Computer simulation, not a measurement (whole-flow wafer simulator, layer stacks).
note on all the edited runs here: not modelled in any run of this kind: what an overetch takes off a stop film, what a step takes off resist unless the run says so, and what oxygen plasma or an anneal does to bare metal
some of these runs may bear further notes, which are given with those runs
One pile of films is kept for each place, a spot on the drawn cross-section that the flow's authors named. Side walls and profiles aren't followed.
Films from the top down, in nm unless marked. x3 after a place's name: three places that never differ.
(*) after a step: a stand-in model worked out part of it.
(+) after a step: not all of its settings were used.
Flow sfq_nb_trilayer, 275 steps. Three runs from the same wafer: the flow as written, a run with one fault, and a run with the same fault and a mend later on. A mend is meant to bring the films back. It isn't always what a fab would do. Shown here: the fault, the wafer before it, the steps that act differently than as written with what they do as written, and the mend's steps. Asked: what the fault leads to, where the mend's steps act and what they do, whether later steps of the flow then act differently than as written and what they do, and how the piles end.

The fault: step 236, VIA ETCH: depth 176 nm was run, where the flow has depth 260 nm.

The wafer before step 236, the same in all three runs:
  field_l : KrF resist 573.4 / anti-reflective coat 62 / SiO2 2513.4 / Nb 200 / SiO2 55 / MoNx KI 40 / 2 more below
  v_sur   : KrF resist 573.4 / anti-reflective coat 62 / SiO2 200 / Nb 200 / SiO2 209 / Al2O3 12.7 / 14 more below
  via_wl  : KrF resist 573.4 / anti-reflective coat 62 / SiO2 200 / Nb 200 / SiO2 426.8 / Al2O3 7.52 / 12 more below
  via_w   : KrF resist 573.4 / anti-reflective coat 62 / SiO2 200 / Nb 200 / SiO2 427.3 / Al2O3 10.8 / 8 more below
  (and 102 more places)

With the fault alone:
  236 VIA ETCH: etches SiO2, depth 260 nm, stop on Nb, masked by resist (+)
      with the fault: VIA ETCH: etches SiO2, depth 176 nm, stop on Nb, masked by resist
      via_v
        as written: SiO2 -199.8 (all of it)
        with the fault: SiO2 -176
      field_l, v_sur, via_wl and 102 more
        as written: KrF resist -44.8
        with the fault: KrF resist -30.3
  Later steps of the flow that act differently than as written (4 more steps differ only slightly, by at most 2% or 0.5 nm, whichever is larger, and aren't shown):
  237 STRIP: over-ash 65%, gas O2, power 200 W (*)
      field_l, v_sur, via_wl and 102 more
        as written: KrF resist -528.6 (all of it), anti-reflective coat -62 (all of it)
        with the fault: KrF resist -543.1 (all of it), anti-reflective coat -62 (all of it)
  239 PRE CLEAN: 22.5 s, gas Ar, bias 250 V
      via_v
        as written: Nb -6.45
        with the fault: SiO2 -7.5
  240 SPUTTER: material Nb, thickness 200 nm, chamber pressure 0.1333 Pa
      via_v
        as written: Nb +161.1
        with the fault: Nb +166.6 (new film)
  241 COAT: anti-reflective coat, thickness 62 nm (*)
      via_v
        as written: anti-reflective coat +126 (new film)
        with the fault: anti-reflective coat +114.2 (new film)
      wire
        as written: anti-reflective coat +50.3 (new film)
        with the fault: anti-reflective coat +48.8 (new film)
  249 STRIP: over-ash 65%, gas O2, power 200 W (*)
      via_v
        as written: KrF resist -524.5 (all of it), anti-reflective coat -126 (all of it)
        with the fault: KrF resist -510.2 (all of it), anti-reflective coat -114.2 (all of it)
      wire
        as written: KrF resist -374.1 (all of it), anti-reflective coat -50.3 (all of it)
        with the fault: KrF resist -376.6 (all of it), anti-reflective coat -48.8 (all of it)
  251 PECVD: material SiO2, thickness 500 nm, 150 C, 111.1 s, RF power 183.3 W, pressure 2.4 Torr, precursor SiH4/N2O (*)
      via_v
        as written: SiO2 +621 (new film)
        with the fault: SiO2 +566.6 (new film)
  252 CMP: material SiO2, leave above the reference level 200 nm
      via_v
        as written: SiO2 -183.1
        with the fault: SiO2 -157.1
  At the end the piles differ from the flow's by more than 2% or 0.5 nm, whichever is larger, at via_v.
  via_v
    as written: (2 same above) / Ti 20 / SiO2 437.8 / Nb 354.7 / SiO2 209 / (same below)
    with the fault: (2 same above) / Ti 20 / SiO2 409.6 / Nb 166.6 / SiO2 16.3 / Nb 200 / SiO2 209 / (same below)

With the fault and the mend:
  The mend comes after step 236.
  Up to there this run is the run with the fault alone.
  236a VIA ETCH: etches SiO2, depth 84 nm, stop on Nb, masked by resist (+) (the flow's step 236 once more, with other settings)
      field_l, v_sur, via_wl and 102 more
        KrF resist -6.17
      via_v
        SiO2 -23.8 (all of it)
  No later step of the flow acts differently than as written, at any place that is followed, by more than 2% or 0.5 nm, whichever is larger.
  At the end the piles are the same as the flow's at every place that both follow.
